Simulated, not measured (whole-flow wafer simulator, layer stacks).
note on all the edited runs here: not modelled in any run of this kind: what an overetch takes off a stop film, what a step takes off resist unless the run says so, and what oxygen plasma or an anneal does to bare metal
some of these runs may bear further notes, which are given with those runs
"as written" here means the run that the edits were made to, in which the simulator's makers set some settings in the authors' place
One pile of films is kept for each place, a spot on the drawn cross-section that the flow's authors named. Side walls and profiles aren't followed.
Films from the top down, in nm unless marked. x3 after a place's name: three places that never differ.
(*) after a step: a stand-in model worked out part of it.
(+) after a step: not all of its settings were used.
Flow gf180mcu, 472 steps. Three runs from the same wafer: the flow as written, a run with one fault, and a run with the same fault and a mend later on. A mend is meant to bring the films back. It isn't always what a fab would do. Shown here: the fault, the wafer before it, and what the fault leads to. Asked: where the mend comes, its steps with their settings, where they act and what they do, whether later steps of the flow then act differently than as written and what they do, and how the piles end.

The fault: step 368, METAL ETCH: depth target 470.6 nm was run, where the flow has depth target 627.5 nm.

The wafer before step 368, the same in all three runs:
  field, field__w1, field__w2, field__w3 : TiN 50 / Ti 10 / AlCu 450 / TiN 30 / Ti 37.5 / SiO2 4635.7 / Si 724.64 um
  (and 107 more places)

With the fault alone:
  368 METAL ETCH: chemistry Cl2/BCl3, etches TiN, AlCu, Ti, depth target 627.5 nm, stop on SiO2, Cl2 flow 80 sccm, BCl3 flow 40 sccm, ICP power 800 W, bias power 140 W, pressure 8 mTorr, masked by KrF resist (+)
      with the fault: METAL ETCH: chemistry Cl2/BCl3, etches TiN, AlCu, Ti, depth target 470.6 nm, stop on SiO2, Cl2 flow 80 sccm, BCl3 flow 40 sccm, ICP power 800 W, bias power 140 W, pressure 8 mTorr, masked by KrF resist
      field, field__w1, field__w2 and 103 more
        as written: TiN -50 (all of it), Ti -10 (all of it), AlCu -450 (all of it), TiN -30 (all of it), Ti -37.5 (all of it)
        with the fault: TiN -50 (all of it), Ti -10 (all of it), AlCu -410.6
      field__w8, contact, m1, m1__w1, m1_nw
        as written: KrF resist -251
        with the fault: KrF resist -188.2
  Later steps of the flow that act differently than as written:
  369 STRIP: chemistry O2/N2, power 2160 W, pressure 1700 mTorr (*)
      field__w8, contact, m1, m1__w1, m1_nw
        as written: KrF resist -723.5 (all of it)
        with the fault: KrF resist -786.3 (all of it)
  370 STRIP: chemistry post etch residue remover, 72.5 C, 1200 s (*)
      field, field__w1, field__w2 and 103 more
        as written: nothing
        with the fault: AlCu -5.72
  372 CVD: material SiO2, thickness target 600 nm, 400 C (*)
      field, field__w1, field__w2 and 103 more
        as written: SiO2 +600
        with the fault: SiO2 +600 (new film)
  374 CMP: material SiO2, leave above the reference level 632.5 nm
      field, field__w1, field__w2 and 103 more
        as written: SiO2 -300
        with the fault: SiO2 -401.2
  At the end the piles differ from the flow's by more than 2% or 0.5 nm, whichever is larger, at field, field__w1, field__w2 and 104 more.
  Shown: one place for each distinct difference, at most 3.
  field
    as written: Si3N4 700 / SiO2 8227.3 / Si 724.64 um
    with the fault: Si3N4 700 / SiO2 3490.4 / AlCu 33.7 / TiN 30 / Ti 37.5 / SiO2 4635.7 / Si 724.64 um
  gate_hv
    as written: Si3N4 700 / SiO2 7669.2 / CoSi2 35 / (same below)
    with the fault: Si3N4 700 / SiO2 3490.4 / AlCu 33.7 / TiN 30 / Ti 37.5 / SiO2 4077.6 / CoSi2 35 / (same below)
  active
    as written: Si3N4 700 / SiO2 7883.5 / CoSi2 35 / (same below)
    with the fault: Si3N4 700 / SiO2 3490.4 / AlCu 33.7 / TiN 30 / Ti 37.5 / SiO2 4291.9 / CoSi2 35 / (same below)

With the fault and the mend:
  The mend comes after step 370.
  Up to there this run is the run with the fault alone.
  370a DEHYDRATE: 200 C, 60 s (the flow's step 361 once more)
      changes no film at any place that is followed
  370b HMDS: 120 C, 60 s (the flow's step 362 once more)
      changes no film at any place that is followed
  370c COAT: KrF resist, thickness 1000 nm (*) (the flow's step 363 once more)
      iso_ptap_pw, iso_ntap_nw, iso_nw_fld and 33 more
        KrF resist +1000 (new film)
      field__w1, field_sub, field_sub__w1 and 10 more
        KrF resist +1002.7 (new film)
      field__w13, p_well, sti and 7 more
        KrF resist +1003.1 (new film)
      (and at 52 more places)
  370d SOFTBAKE: KrF resist (the flow's step 364 once more)
      changes no film at any place that is followed
  370e EXPOSE: photomask Metal4 (the flow's step 365 once more)
      changes no film at any place that is followed
  370f PEB: KrF resist, 135 C, 90 s (the flow's step 366 once more)
      field__w1, field__w2, field__w3 and 56 more
        KrF resist -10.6
      iso_ptap_pw, iso_ntap_nw, iso_nw_fld and 33 more
        KrF resist -10.5
      gate_hv, sd_p, nw_sep_fld, polyc_n, polyc_n_rim
        KrF resist -10.7
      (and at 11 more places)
  370g DEVELOP: thickness 1000 nm, 60 s (the flow's step 367 once more)
      iso_ptap_pw, iso_ntap_nw, iso_nw_fld and 33 more
        KrF resist -989.5 (all of it)
      field_sub, field_sub__w1, field_sub__w2 and 13 more
        KrF resist -992.2 (all of it)
      p_well, sti, spacer and 7 more
        KrF resist -992.5 (all of it)
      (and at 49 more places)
  370h METAL ETCH: chemistry Cl2/BCl3, etches TiN, AlCu, Ti, depth target 156.9 nm, stop on SiO2, Cl2 flow 80 sccm, BCl3 flow 40 sccm, ICP power 800 W, bias power 140 W, pressure 8 mTorr, masked by KrF resist (+) (the flow's step 368 once more, with other settings)
      field, field__w1, field__w2 and 103 more
        AlCu -33.7 (all of it), TiN -30 (all of it), Ti -37.5 (all of it)
      field__w8, contact, m1, m1__w1, m1_nw
        KrF resist -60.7
  370i STRIP: chemistry O2/N2, power 2160 W, pressure 1700 mTorr (*) (the flow's step 369 once more)
      field__w8
        KrF resist -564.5 (all of it)
      contact
        KrF resist -562.4 (all of it)
      m1
        KrF resist -565.3 (all of it)
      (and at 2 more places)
  370j STRIP: chemistry post etch residue remover, 72.5 C, 1200 s (*) (the flow's step 370 once more)
      field__w8, contact, m1, m1__w1, m1_nw
        TiN -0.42
  No later step of the flow acts differently than as written, at any place that is followed, by more than 2% or 0.5 nm, whichever is larger.
  At the end the piles differ from the flow's only slightly at the places that both follow, by at most 2% or 0.5 nm, whichever is larger.
